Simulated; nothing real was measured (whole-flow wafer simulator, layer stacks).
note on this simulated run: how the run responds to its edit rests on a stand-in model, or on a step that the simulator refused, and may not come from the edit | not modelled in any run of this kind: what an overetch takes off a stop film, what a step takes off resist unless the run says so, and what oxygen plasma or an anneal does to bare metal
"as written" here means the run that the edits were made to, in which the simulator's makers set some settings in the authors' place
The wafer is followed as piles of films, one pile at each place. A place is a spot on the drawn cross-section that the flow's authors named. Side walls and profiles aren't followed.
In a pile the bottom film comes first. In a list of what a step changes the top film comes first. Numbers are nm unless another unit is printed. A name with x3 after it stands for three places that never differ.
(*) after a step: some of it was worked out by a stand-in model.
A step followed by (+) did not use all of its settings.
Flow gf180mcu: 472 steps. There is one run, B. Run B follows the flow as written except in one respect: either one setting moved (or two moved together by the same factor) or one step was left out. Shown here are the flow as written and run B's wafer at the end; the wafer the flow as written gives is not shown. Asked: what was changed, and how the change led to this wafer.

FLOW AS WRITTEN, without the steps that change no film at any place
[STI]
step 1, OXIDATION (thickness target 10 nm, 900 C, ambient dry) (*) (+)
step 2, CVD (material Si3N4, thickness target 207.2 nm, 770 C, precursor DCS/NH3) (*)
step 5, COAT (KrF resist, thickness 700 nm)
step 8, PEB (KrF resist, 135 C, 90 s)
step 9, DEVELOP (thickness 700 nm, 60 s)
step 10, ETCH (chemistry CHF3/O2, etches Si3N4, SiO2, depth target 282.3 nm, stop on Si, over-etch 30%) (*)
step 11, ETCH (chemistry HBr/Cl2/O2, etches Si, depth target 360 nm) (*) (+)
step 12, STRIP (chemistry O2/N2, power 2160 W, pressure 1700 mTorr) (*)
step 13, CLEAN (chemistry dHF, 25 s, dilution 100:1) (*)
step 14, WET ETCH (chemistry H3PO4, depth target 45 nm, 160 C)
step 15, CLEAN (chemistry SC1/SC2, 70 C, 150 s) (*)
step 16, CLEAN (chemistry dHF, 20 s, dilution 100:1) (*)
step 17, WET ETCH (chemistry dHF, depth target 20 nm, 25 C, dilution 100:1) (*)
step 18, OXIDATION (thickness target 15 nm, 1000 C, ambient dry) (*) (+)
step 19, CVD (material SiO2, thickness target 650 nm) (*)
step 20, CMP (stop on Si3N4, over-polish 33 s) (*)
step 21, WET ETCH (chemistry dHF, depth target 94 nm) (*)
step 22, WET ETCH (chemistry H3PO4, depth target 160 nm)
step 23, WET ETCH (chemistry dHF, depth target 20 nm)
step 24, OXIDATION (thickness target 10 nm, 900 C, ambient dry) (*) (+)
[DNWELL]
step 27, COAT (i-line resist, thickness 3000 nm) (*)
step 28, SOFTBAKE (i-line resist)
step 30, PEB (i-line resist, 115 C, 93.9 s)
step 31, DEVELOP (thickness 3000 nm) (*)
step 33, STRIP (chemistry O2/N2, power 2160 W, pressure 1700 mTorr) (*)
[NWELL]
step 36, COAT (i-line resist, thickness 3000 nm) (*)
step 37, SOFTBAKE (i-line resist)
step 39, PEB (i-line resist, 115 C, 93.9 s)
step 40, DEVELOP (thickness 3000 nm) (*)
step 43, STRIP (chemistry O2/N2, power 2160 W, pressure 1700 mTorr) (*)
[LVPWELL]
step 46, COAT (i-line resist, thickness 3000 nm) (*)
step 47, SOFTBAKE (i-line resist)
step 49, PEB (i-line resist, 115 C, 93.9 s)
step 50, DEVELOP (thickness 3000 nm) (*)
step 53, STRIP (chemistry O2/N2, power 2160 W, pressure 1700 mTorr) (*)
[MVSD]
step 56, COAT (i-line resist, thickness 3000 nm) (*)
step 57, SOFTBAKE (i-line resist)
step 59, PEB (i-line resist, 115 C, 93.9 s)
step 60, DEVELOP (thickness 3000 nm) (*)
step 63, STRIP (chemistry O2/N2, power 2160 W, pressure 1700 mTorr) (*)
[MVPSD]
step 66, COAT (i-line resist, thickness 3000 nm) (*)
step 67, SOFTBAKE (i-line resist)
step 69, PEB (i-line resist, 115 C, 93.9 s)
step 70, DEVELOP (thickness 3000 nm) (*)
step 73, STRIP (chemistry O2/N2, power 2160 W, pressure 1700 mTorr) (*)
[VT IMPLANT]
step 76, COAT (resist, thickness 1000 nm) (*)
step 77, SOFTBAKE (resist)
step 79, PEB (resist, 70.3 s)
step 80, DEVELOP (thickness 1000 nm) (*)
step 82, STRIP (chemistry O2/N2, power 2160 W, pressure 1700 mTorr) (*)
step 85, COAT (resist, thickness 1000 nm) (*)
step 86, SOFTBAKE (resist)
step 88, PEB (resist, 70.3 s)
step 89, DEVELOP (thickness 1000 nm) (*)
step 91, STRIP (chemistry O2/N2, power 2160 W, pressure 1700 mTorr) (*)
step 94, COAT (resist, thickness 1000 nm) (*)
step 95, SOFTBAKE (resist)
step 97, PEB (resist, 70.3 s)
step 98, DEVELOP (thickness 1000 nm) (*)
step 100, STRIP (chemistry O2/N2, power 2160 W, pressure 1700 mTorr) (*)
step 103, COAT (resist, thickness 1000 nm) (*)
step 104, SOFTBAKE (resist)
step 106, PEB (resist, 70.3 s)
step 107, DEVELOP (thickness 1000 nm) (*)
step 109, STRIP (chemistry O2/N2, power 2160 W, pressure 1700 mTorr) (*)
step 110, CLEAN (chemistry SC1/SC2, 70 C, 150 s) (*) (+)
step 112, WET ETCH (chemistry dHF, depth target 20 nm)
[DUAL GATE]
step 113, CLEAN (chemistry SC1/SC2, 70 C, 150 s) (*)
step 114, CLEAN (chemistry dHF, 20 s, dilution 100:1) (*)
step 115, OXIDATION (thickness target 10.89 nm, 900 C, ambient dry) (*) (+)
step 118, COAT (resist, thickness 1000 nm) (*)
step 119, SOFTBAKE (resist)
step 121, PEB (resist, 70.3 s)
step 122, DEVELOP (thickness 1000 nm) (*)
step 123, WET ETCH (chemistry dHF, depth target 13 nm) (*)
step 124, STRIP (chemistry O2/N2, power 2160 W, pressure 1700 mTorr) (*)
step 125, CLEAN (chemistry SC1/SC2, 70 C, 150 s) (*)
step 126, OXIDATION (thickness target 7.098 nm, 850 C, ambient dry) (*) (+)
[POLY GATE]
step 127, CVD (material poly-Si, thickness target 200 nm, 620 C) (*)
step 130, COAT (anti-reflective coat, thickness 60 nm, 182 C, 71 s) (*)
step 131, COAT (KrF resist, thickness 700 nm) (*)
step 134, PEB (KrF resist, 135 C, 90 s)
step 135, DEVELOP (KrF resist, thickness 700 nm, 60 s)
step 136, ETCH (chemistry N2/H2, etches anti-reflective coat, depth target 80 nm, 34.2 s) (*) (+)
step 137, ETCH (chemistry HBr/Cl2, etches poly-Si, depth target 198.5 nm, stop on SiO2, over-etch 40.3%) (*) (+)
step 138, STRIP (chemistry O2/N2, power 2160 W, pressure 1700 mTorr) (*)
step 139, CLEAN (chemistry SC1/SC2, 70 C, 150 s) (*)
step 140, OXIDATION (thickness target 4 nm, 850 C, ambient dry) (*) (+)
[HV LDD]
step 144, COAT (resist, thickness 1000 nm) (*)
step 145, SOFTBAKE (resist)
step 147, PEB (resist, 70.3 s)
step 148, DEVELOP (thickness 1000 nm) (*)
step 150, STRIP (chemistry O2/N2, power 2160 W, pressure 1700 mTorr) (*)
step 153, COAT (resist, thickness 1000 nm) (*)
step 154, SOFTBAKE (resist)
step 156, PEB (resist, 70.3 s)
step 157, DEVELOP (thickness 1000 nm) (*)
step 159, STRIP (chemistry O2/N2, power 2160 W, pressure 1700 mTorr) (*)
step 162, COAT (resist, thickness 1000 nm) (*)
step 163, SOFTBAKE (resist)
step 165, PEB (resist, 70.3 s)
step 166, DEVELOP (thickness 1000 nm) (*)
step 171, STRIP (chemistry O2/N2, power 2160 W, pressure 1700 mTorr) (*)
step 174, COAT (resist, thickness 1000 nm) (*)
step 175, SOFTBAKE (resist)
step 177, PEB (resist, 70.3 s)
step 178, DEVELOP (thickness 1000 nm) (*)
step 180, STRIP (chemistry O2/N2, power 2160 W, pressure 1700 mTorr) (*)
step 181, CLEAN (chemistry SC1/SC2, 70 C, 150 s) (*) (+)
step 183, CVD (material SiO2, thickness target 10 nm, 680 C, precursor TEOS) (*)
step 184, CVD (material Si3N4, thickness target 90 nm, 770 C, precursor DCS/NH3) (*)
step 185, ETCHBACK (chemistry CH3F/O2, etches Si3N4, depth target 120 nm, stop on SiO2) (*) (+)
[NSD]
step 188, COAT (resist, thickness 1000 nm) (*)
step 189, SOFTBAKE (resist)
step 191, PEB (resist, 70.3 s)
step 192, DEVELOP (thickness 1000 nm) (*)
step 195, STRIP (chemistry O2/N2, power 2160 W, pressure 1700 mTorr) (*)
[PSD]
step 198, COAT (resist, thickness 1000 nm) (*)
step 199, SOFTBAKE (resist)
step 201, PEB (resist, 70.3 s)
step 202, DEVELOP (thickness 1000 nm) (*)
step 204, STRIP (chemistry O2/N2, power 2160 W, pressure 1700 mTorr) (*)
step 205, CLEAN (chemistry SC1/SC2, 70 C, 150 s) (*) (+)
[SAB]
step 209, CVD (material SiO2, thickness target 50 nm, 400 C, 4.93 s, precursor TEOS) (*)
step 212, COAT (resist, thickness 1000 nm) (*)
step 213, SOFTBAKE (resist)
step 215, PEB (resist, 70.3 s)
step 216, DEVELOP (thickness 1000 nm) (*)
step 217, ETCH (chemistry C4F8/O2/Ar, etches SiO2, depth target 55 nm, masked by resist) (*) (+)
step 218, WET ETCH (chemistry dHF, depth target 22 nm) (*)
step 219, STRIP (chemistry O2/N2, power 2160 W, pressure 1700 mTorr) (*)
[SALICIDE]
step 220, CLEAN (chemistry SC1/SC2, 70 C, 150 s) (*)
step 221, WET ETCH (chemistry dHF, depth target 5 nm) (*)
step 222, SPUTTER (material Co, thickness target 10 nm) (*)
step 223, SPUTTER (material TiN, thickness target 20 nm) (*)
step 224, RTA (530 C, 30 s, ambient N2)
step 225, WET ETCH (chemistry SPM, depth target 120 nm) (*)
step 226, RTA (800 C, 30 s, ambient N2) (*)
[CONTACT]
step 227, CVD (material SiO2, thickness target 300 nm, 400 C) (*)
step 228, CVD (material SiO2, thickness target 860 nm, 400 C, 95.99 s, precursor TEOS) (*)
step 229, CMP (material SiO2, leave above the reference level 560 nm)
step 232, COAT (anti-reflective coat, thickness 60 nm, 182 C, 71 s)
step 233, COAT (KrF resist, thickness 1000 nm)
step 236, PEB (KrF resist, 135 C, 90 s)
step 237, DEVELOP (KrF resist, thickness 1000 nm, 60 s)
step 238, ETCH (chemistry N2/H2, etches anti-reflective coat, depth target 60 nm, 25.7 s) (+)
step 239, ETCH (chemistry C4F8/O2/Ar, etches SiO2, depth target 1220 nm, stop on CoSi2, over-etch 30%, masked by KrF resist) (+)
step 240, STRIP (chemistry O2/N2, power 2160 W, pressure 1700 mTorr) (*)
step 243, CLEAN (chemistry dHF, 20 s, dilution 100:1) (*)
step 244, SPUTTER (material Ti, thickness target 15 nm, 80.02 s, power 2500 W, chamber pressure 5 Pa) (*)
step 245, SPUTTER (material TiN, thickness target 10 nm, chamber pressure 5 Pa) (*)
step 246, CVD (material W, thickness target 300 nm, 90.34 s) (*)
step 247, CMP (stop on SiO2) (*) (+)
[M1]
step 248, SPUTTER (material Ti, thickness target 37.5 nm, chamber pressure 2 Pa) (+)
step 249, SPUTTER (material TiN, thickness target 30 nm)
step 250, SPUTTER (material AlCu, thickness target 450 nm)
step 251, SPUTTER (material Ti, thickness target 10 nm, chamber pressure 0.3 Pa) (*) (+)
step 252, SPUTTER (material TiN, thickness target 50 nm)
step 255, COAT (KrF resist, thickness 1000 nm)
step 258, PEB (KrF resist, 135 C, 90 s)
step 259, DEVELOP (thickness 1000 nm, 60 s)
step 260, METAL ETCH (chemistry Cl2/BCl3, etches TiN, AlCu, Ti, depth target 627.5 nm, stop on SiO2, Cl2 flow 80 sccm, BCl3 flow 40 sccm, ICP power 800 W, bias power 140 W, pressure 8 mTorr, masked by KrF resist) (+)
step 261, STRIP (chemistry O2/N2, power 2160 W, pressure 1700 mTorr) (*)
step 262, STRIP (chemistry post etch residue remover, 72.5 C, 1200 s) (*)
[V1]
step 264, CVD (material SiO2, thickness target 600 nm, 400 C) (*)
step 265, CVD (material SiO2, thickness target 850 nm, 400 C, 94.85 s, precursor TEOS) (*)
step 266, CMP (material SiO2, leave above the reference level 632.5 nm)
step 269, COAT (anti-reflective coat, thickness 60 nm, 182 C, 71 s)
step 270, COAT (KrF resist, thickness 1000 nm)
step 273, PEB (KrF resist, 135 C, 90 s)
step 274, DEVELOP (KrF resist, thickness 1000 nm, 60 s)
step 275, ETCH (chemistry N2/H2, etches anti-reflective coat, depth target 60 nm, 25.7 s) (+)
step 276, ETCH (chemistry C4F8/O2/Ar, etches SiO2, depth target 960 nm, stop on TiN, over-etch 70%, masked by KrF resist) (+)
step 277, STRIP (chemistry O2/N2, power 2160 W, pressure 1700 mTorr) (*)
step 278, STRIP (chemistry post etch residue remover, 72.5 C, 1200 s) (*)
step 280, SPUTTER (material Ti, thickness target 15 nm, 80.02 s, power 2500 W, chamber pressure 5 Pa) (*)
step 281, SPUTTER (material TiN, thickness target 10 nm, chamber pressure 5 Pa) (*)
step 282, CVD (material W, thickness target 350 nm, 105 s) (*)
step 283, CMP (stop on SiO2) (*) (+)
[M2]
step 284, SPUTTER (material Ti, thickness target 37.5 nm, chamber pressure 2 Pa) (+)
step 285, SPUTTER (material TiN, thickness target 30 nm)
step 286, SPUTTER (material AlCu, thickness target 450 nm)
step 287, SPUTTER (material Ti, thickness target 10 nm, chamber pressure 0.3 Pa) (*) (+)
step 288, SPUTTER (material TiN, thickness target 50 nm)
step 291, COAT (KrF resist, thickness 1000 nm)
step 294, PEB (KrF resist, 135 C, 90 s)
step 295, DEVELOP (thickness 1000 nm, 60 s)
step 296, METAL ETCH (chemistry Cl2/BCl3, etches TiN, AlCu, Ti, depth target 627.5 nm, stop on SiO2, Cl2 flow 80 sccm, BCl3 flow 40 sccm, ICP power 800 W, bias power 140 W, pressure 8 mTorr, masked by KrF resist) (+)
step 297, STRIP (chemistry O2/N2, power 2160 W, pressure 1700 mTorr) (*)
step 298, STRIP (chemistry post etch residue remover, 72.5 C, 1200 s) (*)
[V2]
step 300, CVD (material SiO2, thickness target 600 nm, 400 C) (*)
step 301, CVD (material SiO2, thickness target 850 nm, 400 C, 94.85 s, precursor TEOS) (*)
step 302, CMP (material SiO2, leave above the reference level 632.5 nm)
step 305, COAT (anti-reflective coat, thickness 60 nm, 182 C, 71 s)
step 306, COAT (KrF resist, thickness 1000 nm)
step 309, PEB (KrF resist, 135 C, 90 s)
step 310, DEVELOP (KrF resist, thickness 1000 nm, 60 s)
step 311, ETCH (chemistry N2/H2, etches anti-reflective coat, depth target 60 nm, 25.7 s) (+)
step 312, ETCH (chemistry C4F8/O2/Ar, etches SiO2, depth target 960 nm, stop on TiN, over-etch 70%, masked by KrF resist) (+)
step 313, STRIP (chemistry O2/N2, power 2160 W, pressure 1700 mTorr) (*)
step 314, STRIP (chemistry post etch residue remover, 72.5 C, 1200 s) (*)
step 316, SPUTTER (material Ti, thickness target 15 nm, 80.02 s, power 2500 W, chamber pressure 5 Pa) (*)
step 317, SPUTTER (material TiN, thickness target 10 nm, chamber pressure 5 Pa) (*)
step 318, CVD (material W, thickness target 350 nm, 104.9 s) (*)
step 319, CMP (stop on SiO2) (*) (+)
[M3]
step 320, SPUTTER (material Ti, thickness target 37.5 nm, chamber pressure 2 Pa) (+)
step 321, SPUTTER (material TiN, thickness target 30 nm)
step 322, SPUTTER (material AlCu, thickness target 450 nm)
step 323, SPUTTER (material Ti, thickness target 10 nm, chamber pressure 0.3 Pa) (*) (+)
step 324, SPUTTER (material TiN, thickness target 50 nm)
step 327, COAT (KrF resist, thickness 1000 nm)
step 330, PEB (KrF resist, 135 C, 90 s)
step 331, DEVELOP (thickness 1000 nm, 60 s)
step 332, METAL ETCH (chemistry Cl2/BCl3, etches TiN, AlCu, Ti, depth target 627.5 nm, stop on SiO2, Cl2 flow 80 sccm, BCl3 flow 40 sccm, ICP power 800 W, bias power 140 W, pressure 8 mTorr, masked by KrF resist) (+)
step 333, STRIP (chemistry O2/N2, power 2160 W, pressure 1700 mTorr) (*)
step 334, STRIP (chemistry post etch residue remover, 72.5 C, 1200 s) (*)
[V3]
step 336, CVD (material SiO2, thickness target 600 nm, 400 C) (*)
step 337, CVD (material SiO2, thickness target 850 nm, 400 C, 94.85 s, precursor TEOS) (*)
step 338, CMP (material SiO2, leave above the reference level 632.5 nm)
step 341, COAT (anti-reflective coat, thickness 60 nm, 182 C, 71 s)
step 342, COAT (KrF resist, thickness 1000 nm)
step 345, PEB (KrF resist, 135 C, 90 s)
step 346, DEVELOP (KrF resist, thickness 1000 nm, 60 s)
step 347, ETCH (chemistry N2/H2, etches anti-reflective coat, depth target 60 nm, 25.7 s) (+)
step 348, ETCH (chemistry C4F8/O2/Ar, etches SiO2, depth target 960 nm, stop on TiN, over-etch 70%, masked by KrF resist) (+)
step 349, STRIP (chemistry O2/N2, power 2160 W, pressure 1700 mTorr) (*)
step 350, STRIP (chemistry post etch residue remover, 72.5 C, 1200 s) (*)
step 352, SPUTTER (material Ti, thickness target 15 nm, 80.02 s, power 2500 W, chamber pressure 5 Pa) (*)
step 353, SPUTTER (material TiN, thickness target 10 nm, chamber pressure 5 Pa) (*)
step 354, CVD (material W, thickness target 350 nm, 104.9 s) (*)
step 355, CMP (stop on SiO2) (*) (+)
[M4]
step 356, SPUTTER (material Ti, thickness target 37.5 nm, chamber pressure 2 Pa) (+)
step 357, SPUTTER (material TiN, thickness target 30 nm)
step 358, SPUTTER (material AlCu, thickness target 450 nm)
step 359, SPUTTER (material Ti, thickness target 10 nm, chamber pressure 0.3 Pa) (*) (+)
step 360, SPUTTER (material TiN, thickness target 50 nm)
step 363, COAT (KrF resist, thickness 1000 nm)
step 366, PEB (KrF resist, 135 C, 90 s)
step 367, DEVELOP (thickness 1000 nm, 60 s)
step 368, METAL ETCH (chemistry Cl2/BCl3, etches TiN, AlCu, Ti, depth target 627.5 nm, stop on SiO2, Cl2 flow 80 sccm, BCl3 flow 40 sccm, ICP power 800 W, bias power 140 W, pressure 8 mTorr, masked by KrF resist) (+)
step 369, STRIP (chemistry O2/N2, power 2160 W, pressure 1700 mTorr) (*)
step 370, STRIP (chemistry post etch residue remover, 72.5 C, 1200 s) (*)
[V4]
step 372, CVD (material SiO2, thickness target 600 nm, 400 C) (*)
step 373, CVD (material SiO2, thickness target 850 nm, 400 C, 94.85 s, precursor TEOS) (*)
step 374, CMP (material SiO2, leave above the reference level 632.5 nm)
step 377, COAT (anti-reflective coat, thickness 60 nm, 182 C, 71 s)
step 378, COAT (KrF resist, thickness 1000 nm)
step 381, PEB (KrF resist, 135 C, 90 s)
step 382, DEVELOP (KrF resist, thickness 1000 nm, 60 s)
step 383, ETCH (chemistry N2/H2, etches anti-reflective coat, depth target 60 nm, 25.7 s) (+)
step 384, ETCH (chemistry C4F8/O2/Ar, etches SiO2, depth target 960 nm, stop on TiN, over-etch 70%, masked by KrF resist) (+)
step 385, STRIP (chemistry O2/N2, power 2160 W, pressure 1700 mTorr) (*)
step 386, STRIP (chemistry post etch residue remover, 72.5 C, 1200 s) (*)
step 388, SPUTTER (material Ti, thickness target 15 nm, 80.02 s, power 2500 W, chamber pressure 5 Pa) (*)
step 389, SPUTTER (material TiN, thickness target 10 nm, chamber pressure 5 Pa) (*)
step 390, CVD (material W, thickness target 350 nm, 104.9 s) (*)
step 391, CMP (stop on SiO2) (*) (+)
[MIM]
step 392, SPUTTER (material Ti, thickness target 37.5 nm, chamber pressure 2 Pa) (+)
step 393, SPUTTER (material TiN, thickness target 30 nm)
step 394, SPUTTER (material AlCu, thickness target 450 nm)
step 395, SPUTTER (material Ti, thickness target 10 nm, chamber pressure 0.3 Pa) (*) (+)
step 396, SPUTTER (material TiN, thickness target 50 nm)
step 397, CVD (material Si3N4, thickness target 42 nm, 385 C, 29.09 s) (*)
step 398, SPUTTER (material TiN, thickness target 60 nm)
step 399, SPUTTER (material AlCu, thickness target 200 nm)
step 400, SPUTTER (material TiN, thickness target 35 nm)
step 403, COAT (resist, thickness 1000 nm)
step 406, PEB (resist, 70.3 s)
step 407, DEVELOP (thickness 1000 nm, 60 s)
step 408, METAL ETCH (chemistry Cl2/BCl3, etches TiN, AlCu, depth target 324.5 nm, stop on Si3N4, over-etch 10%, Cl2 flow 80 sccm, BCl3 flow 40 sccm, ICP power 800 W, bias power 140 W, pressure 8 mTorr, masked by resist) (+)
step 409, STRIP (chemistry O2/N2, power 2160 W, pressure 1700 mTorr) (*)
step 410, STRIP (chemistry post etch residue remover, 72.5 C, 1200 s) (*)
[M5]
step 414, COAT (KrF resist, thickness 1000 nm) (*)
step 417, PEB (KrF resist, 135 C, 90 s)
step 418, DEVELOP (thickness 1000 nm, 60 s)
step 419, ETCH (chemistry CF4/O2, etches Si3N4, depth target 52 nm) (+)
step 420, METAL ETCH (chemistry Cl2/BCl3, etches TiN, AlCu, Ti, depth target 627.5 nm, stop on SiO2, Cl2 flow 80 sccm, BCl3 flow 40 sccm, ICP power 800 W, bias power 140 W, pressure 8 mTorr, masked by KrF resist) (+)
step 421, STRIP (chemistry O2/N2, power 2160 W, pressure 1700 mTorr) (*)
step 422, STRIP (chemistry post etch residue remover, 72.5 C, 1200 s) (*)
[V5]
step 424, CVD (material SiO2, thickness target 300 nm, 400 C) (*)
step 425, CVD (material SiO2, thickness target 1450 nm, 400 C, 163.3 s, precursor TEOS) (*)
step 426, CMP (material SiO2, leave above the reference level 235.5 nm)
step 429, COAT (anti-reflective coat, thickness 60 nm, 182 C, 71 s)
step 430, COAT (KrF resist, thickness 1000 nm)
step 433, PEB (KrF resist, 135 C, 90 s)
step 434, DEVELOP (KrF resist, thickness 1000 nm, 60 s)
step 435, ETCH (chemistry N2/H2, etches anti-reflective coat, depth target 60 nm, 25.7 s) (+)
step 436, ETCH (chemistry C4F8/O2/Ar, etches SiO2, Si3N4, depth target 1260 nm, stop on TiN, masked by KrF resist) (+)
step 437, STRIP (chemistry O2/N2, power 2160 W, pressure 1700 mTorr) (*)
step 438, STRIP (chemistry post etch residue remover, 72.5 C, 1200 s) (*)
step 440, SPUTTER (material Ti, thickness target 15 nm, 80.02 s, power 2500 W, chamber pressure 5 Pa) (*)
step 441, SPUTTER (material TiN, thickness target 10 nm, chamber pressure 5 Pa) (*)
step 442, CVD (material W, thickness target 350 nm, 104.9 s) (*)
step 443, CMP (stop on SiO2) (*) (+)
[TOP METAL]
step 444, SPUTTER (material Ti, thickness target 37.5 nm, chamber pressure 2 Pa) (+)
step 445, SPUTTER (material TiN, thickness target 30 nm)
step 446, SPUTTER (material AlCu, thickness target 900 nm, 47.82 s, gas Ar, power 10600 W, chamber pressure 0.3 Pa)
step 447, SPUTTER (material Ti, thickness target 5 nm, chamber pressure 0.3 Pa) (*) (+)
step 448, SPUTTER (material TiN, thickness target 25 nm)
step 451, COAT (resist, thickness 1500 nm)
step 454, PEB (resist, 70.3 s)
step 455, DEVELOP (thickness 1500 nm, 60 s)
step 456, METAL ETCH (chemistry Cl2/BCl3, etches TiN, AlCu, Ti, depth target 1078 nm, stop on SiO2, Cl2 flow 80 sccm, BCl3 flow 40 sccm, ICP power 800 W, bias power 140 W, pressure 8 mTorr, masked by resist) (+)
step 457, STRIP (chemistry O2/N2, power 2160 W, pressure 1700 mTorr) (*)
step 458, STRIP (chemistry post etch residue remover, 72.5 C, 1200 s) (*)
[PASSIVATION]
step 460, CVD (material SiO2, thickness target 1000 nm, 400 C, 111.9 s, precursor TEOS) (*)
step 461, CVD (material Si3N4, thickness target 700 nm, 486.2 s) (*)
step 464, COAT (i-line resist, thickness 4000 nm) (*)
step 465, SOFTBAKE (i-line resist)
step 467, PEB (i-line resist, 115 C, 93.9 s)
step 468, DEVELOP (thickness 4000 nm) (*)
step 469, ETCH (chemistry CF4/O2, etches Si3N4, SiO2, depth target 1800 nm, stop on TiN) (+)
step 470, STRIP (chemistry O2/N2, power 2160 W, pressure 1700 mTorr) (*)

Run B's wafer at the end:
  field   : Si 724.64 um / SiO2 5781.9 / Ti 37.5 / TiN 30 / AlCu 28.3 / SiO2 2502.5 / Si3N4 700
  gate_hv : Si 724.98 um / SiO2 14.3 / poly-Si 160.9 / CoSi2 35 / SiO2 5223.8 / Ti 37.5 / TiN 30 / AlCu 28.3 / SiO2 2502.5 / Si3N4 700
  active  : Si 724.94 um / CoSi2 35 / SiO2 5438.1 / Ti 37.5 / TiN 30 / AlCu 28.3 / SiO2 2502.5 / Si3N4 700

What caused this: step 394, SPUTTER: thickness target 603 nm was run, though the flow has thickness target 450 nm.

Step by step, how the change led to this:
  step 394, SPUTTER (material AlCu, thickness target 450 nm)
      field, field__w1, field__w2 and 108 more: AlCu gains 603 (new film) (as written it would have been: AlCu gains 450 (new film))
  step 420, METAL ETCH (chemistry Cl2/BCl3, etches TiN, AlCu, Ti, depth target 627.5 nm, stop on SiO2, Cl2 flow 80 sccm, BCl3 flow 40 sccm, ICP power 800 W, bias power 140 W, pressure 8 mTorr, masked by KrF resist) (+)
      field, field__w1, field__w2 and 101 more: TiN loses 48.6 (all of it), Ti loses 10 (all of it), AlCu loses 568.9 (as written it would have been: TiN loses 48.6 (all of it), Ti loses 10 (all of it), AlCu loses 450 (all of it), TiN loses 30 (all of it), Ti loses 37.5 (all of it))
  step 422, STRIP (chemistry post etch residue remover, 72.5 C, 1200 s) (*)
      field, field__w1, field__w2 and 101 more: AlCu loses 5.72 (as written it would have been: nothing)
  step 424, CVD (material SiO2, thickness target 300 nm, 400 C) (*)
      field, field__w1, field__w2 and 101 more: SiO2 gains 300 (new film) (as written it would have been: SiO2 gains 300)
  step 426, CMP (material SiO2, leave above the reference level 235.5 nm)
      field, field__w1, field__w5 and 92 more: SiO2 loses 243.7 (as written it would have been: SiO2 loses 300.8)
      field__w2, field__w3, field__w12 and 6 more: SiO2 loses 212.9 (as written it would have been: SiO2 loses 272.7)
Taking metal films that touch as one body, field has 1 body; the flow as written gives 0 bodies.
Taking metal films that touch as one body, gate_hv has 2 bodies (between them, from the top down: SiO2 5223.8); the flow as written gives 1 body.
Taking metal films that touch as one body, active has 2 bodies (between them, from the top down: SiO2 5438.1); the flow as written gives 1 body.
